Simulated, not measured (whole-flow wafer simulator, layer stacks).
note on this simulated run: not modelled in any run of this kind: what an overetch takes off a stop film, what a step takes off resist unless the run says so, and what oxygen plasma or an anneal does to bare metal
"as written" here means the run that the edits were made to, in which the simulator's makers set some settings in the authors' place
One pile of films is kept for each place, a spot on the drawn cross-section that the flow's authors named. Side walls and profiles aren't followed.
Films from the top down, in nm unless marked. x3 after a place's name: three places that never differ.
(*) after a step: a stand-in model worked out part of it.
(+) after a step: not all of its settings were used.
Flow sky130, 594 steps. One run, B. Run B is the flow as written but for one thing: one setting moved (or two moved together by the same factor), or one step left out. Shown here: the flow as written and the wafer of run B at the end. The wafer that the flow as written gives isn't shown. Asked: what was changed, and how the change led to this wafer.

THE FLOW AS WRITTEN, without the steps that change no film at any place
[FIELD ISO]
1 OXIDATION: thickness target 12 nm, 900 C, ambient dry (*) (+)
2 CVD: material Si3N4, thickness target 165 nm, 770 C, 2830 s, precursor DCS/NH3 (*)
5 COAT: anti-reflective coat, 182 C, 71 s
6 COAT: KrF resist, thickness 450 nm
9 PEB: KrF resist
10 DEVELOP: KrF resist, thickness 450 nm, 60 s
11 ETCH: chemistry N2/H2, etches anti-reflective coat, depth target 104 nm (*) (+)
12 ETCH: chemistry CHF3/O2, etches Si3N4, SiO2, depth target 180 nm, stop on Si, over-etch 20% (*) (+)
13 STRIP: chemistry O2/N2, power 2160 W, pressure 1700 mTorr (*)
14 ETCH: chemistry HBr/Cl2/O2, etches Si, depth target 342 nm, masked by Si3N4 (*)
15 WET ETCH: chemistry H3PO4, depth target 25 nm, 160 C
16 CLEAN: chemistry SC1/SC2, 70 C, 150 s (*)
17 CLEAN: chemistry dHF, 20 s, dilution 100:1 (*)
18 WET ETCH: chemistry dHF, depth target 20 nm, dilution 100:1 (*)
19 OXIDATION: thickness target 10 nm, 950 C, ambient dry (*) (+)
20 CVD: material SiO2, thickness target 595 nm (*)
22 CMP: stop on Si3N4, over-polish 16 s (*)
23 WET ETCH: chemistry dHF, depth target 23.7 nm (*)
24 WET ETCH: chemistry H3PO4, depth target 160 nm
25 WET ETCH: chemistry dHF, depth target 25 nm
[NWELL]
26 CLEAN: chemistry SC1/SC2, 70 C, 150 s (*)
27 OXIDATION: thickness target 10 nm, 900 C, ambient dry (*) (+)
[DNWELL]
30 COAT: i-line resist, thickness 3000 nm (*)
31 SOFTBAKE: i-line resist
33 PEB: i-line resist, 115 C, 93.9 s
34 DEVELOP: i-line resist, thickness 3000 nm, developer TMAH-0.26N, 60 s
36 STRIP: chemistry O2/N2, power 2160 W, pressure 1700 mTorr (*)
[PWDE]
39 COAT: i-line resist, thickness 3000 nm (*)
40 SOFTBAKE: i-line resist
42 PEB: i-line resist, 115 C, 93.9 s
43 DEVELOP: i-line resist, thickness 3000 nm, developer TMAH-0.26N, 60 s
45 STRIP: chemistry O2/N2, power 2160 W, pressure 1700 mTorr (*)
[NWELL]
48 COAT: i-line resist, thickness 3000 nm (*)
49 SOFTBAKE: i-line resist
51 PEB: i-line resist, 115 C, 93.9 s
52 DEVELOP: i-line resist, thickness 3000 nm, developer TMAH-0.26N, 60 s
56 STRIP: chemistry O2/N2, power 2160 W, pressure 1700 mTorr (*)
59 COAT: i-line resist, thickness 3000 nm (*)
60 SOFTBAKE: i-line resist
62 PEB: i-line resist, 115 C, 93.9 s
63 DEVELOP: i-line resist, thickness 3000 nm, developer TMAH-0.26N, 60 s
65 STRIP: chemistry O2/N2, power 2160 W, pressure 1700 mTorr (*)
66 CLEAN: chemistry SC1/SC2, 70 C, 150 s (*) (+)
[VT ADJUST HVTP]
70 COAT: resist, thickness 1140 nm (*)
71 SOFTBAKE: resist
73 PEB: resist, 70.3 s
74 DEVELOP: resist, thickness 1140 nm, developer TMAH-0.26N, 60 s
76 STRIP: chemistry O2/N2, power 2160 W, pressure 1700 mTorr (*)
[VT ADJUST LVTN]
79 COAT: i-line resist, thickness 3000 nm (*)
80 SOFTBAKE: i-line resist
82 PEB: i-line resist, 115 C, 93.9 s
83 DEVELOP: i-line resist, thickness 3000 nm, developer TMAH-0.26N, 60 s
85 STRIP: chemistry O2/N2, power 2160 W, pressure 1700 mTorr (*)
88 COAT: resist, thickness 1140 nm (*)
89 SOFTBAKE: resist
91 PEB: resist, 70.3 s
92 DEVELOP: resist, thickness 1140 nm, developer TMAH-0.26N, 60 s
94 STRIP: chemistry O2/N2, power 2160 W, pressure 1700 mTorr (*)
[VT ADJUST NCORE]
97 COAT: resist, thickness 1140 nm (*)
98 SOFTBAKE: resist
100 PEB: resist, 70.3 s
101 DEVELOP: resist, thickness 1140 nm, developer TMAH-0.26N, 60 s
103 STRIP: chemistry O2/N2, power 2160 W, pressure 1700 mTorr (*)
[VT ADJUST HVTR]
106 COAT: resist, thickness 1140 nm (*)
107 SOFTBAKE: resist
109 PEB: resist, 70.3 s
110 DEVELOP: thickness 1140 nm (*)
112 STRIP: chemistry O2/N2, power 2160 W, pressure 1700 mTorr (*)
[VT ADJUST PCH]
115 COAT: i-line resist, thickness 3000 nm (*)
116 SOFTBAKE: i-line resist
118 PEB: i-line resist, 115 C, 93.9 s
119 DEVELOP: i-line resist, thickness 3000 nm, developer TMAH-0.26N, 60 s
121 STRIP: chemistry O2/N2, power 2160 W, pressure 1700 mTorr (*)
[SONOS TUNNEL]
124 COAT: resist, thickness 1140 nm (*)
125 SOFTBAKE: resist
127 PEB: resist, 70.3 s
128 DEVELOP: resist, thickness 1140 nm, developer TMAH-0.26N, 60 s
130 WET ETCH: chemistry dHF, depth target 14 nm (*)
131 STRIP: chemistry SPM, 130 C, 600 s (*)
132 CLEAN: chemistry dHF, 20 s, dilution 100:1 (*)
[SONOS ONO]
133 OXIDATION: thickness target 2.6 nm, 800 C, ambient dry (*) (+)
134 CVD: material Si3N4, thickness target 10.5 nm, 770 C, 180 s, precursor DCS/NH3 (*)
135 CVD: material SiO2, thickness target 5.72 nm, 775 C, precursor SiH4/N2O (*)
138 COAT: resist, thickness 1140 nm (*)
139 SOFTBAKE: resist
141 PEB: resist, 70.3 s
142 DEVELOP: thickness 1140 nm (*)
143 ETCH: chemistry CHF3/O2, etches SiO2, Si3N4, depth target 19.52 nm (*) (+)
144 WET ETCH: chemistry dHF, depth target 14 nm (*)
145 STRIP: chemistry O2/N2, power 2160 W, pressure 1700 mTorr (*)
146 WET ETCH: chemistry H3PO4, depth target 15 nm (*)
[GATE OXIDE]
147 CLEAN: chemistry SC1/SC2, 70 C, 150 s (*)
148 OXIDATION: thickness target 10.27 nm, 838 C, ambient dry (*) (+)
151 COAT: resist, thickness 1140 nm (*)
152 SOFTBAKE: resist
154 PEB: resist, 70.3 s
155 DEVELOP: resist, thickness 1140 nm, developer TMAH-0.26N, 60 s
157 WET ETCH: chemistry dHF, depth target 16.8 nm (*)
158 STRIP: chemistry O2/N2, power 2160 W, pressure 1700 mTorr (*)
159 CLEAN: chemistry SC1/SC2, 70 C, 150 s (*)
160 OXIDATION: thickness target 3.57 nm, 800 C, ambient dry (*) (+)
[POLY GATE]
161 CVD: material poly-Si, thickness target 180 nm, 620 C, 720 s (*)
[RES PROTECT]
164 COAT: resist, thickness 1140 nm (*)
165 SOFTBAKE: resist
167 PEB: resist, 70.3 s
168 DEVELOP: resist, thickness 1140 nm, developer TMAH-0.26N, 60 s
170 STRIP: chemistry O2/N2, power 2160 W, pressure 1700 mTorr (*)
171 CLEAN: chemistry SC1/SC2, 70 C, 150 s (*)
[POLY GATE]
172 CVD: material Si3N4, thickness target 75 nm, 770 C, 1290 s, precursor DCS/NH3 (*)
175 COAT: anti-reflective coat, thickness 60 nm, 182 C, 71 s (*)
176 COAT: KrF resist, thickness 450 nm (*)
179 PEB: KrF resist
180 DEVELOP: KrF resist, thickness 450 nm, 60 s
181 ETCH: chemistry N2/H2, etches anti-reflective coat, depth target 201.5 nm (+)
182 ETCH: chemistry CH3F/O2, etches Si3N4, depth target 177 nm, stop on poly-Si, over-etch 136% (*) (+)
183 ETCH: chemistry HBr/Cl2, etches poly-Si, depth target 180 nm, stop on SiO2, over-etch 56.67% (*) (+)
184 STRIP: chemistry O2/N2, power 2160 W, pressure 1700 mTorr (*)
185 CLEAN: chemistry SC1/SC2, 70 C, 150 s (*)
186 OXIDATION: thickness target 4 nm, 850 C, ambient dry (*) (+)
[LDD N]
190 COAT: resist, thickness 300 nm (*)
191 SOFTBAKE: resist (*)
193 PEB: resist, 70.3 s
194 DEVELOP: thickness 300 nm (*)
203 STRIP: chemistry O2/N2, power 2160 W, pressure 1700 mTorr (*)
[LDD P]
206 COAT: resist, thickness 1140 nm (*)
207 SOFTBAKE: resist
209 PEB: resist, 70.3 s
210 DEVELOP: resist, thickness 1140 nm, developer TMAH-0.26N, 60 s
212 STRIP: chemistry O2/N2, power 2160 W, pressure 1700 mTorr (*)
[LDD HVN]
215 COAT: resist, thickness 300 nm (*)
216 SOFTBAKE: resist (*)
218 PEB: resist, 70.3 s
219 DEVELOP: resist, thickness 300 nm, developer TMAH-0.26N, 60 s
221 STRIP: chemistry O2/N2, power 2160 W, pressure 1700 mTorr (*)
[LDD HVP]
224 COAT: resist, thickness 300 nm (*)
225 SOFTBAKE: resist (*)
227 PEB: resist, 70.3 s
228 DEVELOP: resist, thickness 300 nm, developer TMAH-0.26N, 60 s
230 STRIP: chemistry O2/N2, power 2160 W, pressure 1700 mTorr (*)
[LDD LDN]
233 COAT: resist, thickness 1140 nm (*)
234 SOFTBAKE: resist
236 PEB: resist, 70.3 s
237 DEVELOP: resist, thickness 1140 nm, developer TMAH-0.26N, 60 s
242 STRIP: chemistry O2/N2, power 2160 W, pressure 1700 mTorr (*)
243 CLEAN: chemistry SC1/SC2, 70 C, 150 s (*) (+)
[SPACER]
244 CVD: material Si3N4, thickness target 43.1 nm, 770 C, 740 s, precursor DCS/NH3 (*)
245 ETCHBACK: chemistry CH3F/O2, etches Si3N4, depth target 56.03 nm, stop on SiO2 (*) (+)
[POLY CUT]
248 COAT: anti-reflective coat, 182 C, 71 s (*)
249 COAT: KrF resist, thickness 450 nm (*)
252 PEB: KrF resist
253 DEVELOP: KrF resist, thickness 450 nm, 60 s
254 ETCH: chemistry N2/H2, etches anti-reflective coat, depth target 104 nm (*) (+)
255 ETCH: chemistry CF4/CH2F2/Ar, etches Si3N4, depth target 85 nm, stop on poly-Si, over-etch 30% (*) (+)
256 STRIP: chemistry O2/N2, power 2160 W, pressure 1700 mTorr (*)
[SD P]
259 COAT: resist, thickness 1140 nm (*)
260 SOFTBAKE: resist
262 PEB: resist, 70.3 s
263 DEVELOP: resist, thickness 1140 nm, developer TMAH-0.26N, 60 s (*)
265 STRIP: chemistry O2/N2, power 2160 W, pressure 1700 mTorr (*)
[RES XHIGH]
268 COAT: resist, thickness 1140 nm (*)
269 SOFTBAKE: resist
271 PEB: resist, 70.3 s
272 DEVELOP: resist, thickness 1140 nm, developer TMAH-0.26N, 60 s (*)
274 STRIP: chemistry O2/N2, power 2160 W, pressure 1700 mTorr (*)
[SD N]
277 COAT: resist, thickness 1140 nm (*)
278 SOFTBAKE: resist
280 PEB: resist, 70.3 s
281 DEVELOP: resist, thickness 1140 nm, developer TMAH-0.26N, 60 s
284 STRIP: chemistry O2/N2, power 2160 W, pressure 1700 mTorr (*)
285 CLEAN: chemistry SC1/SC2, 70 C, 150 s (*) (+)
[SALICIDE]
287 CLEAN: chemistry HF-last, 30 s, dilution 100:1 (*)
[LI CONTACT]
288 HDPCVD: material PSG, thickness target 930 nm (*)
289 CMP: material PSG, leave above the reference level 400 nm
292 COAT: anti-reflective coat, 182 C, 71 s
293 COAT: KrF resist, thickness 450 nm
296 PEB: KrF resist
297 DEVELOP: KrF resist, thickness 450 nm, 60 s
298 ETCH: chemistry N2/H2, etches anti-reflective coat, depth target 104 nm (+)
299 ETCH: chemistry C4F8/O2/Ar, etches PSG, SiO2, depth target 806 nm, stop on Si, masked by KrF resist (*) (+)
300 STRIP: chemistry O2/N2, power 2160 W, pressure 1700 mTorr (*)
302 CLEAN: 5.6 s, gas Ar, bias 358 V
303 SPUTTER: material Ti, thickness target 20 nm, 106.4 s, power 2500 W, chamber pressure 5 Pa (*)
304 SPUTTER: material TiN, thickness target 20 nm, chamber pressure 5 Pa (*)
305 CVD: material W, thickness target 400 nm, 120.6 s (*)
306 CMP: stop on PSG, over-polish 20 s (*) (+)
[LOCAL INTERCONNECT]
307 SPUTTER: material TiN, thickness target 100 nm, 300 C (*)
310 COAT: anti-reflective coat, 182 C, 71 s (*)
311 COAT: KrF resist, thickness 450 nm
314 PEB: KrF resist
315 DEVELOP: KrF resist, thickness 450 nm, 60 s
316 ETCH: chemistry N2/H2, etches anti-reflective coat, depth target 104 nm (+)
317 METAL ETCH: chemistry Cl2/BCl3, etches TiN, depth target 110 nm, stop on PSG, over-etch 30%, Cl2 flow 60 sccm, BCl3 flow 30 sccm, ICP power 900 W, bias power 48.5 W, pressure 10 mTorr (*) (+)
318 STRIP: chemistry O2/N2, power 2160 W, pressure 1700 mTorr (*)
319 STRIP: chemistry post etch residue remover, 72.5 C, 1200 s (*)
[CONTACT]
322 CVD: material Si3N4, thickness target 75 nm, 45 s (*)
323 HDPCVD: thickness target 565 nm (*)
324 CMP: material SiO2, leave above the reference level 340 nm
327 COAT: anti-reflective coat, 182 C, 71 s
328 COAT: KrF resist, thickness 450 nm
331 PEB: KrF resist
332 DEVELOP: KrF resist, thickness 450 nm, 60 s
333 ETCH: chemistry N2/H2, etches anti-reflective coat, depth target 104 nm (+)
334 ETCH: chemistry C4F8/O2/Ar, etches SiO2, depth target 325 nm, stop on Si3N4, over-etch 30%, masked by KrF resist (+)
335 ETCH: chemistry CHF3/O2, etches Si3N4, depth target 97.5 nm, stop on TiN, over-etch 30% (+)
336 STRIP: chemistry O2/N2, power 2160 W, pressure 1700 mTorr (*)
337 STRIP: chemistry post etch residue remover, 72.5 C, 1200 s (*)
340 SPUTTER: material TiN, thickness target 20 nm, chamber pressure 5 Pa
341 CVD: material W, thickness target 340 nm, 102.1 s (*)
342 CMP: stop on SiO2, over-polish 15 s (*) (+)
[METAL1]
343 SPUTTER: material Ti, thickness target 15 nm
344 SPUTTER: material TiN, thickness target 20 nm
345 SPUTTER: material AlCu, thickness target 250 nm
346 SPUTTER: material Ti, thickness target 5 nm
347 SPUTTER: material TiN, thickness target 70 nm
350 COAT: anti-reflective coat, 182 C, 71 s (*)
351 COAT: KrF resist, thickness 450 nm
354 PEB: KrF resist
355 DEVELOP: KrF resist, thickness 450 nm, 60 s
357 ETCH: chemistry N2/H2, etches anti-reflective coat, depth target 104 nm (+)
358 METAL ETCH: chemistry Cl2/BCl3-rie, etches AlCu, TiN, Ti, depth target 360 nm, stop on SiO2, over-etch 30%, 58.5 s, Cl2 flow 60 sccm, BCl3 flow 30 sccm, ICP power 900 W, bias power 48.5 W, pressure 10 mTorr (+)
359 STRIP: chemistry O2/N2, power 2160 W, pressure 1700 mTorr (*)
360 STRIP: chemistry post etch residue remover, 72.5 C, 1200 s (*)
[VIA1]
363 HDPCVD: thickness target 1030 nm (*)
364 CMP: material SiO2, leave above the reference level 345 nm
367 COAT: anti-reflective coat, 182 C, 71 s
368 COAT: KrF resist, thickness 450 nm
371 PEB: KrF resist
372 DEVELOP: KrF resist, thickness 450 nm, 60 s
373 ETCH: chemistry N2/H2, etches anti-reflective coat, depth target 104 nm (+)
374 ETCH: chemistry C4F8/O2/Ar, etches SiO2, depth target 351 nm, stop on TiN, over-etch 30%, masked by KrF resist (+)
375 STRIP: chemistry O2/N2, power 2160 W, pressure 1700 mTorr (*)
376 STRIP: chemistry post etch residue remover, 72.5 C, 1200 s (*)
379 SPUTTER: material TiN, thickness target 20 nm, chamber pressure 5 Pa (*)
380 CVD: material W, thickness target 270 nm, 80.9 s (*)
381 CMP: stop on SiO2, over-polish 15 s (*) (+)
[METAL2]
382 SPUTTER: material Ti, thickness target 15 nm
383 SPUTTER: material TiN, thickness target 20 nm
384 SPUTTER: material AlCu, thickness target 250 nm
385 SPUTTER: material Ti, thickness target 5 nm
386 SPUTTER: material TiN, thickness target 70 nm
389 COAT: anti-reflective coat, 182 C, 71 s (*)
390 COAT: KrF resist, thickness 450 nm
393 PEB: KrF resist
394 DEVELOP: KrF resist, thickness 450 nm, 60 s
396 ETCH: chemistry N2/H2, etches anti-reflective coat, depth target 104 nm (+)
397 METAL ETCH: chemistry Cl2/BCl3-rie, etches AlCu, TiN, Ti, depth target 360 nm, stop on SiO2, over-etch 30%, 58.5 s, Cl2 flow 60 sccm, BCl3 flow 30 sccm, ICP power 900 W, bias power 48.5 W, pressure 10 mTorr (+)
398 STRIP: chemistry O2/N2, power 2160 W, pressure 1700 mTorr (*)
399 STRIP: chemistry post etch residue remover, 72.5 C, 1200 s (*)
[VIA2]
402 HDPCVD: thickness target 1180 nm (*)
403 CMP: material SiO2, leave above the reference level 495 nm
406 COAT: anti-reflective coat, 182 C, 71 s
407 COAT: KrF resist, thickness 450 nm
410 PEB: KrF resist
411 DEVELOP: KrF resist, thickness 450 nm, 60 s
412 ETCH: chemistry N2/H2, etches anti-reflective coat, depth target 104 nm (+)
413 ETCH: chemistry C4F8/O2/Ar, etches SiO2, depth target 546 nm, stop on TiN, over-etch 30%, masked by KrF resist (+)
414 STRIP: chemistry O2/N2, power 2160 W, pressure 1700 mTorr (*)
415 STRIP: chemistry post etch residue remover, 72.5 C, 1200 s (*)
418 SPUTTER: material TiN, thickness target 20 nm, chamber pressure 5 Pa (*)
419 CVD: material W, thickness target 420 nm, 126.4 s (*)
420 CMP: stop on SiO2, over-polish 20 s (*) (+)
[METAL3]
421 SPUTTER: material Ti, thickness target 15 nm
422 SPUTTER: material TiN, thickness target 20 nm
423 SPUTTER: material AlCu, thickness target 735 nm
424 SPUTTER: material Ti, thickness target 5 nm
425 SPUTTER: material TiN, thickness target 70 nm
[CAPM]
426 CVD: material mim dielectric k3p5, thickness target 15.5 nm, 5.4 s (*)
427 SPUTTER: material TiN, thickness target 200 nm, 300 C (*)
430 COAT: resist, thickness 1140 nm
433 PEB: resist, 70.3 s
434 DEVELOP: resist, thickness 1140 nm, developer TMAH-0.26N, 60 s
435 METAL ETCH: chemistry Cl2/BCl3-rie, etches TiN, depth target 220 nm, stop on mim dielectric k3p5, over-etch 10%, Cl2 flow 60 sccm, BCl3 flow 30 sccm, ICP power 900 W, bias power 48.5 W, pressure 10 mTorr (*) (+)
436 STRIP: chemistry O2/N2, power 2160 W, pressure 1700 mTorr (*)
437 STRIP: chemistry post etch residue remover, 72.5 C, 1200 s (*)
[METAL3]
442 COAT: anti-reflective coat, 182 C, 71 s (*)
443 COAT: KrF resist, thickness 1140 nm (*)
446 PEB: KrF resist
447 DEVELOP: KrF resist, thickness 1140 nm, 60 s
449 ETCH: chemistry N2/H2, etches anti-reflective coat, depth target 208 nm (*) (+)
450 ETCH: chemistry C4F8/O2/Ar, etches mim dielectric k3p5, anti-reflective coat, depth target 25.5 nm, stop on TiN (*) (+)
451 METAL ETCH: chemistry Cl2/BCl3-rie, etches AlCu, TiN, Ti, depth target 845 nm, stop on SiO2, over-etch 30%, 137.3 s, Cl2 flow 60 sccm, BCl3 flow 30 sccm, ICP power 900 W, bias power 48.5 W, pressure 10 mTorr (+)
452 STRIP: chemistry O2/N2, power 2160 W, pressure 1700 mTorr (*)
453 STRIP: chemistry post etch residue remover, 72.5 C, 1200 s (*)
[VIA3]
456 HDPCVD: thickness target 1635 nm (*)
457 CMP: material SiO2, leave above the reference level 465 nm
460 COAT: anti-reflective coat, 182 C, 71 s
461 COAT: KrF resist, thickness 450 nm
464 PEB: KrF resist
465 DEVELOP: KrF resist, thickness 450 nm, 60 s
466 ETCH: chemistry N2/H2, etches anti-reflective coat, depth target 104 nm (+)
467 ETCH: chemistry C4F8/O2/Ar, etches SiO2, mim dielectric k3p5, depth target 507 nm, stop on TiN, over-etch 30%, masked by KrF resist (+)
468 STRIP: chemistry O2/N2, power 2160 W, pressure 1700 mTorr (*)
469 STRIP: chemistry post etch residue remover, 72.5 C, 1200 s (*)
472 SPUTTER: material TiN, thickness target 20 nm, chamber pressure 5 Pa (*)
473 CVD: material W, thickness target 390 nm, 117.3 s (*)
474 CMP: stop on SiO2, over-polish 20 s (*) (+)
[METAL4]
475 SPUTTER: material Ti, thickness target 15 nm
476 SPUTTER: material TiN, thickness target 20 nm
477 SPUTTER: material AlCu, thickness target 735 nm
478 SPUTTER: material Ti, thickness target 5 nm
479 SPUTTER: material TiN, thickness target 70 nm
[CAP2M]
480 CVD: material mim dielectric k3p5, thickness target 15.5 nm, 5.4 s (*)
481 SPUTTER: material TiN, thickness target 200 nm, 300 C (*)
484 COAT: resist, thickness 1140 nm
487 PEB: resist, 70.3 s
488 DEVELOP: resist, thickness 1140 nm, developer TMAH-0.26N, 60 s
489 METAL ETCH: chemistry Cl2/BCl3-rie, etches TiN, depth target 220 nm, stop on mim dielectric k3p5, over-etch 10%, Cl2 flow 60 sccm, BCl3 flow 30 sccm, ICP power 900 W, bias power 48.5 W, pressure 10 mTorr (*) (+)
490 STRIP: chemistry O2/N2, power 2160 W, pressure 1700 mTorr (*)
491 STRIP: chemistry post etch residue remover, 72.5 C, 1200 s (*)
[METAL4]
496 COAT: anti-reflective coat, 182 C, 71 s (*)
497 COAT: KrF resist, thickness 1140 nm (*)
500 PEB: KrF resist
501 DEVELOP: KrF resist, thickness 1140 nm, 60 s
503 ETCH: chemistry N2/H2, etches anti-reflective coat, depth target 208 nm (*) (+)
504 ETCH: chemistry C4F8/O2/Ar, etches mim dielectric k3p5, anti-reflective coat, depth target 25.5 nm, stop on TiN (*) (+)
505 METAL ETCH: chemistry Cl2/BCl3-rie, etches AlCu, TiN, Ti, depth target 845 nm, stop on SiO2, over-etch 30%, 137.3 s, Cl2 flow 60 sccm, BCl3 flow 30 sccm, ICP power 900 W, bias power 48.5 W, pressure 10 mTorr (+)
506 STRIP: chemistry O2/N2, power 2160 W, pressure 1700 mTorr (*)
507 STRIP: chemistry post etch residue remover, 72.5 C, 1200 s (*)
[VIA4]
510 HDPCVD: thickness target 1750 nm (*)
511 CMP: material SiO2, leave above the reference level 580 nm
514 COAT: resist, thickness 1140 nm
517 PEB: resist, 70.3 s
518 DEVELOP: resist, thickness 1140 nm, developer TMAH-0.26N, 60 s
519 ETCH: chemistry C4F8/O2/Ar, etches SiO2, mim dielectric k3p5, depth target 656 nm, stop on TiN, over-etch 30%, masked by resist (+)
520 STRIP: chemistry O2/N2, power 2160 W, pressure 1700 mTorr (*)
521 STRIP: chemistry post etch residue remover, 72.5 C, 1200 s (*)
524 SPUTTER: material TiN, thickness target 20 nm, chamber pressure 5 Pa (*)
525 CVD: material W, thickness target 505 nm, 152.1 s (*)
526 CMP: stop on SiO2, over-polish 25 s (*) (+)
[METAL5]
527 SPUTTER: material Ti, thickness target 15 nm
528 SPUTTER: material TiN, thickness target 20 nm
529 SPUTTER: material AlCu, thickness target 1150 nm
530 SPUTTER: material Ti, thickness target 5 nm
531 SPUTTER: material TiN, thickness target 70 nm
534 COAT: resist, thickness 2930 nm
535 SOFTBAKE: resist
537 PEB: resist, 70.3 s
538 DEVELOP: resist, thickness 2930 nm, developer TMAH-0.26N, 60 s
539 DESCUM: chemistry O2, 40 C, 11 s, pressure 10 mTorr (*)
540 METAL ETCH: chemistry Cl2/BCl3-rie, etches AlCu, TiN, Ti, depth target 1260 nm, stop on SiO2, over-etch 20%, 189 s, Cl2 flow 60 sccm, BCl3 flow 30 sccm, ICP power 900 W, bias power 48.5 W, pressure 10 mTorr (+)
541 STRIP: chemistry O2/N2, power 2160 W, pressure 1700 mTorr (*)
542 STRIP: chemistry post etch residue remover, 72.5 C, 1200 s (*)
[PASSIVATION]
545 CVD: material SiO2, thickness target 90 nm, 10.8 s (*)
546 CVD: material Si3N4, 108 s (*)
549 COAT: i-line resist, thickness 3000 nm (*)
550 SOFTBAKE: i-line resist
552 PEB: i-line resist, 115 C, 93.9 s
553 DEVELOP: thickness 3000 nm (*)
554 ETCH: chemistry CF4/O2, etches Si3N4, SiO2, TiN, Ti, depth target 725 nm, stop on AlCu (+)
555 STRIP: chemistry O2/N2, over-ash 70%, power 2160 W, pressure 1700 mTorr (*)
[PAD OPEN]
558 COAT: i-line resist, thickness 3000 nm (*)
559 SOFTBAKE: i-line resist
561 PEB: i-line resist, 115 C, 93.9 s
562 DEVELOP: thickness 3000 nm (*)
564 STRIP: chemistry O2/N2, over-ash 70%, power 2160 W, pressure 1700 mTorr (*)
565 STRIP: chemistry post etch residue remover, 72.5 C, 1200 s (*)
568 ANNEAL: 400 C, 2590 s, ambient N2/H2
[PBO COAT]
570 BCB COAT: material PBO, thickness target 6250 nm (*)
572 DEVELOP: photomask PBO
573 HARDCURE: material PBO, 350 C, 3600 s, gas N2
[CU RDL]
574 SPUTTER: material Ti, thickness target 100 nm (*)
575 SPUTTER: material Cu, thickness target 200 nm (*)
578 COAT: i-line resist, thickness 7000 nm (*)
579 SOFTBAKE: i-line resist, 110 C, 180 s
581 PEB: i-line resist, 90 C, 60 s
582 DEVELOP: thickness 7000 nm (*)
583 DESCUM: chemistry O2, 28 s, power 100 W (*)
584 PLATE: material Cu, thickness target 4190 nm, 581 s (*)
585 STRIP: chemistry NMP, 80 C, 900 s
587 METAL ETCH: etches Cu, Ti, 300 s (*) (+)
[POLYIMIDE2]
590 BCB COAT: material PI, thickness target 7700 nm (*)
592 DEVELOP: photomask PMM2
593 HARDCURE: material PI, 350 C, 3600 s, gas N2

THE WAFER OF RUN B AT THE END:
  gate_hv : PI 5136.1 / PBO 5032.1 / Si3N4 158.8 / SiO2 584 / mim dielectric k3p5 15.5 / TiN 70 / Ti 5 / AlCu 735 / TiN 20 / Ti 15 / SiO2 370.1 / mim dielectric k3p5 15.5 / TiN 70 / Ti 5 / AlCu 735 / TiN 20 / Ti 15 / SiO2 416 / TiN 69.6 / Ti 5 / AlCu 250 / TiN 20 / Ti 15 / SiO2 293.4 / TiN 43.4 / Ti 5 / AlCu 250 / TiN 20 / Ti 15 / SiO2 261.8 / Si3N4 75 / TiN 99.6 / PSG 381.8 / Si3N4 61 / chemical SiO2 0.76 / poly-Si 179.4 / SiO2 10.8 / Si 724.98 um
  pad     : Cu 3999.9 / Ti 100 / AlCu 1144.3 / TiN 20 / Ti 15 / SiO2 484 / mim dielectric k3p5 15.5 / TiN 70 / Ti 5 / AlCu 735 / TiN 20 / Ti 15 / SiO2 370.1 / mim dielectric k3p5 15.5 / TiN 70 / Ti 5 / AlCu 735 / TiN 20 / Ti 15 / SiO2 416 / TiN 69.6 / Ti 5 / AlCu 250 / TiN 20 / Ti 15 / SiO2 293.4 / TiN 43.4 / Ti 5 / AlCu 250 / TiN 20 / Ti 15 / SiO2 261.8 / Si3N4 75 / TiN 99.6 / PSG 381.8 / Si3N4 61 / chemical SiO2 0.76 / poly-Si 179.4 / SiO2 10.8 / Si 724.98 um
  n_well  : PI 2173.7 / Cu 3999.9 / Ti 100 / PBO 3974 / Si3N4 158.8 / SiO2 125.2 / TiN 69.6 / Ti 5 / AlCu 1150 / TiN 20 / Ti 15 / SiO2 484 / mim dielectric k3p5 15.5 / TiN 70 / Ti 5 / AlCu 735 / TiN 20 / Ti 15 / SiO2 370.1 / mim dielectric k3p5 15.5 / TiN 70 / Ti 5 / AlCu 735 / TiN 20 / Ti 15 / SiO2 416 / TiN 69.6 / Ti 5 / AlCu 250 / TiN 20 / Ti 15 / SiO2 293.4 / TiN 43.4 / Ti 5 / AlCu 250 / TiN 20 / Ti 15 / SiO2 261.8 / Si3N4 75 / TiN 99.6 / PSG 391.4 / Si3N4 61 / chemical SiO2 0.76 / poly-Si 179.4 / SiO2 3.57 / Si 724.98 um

The cause: step 347, SPUTTER: thickness target 43.8 nm was run, where the flow has thickness target 70 nm.

How the change led to this, step by step:
  347 SPUTTER: material TiN, thickness target 70 nm
      field, active, n_well and 188 more: TiN +43.8 (new film) (as written it would be: TiN +70 (new film))
  358 METAL ETCH: chemistry Cl2/BCl3-rie, etches AlCu, TiN, Ti, depth target 360 nm, stop on SiO2, over-etch 30%, 58.5 s, Cl2 flow 60 sccm, BCl3 flow 30 sccm, ICP power 900 W, bias power 48.5 W, pressure 10 mTorr (+)
      field, active, gate and 81 more: TiN -42.5 (all of it), Ti -5 (all of it), AlCu -250 (all of it), TiN -20 (all of it), Ti -15 (all of it), SiO2 -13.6 (as written it would be: TiN -68.7 (all of it), Ti -5 (all of it), AlCu -250 (all of it), TiN -20 (all of it), Ti -15 (all of it), SiO2 -10.9)
  364 CMP: material SiO2, leave above the reference level 345 nm
      n_well, p_well, gate_hv and 100 more: SiO2 -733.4 (as written it would be: SiO2 -759.6)
      poly_licon, ndiff_licon, ndiff_licon_cpp, rpo_hd_licon: SiO2 -732.8 (as written it would be: SiO2 -759)
  374 ETCH: chemistry C4F8/O2/Ar, etches SiO2, depth target 351 nm, stop on TiN, over-etch 30%, masked by KrF resist (+)
      m1, via1_hole: SiO2 -296 (all of it) (as written it would be: SiO2 -269.8 (all of it))
  380 CVD: material W, thickness target 270 nm, 80.9 s (*)
      m1, via1_hole: W +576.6 (new film) (as written it would be: W +549.9 (new film))
